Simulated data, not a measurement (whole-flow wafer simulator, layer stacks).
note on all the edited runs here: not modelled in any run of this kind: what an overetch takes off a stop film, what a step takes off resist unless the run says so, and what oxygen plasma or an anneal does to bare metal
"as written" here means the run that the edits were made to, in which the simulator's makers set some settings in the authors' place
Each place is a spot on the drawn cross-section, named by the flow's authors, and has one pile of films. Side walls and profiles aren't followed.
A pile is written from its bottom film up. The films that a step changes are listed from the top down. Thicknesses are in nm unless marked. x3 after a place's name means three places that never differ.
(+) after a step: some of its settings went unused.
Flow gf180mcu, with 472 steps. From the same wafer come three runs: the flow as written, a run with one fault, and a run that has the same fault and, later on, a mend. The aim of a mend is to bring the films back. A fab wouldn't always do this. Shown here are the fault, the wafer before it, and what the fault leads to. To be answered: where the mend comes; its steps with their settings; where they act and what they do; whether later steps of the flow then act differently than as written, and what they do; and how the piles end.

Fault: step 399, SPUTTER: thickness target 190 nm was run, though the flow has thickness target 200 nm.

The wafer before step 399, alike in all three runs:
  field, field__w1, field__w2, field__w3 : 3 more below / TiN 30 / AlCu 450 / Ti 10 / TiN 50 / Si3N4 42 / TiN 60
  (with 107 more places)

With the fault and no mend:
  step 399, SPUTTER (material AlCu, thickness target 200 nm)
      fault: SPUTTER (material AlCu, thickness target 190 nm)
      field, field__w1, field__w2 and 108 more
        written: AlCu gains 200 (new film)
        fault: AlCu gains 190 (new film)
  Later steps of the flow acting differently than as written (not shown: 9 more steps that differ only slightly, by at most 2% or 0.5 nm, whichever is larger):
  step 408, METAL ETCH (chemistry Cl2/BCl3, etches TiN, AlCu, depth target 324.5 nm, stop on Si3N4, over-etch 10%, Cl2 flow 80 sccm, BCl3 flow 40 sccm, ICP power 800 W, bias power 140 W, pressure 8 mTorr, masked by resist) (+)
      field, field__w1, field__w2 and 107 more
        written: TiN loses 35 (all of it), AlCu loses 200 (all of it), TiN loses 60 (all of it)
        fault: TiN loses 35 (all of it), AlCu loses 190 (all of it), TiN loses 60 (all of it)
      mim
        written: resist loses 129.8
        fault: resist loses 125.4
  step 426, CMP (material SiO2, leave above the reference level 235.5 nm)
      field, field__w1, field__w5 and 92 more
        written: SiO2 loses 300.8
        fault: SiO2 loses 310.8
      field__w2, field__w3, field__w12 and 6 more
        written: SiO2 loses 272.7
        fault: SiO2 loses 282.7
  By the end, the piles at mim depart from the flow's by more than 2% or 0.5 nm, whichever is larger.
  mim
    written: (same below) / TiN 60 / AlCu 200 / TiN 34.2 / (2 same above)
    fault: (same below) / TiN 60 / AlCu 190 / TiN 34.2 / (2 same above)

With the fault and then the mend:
  The mend follows step 399.
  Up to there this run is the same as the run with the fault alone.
  step 399a, SPUTTER (material AlCu, thickness target 10 nm) (the flow's step 399, run once more with other settings)
      field, field__w1, field__w2 and 108 more
        AlCu gains 10
  Every later step of the flow that is run acts as written at every place that is followed.
  At every place that both follow, the piles at the end match the flow's.
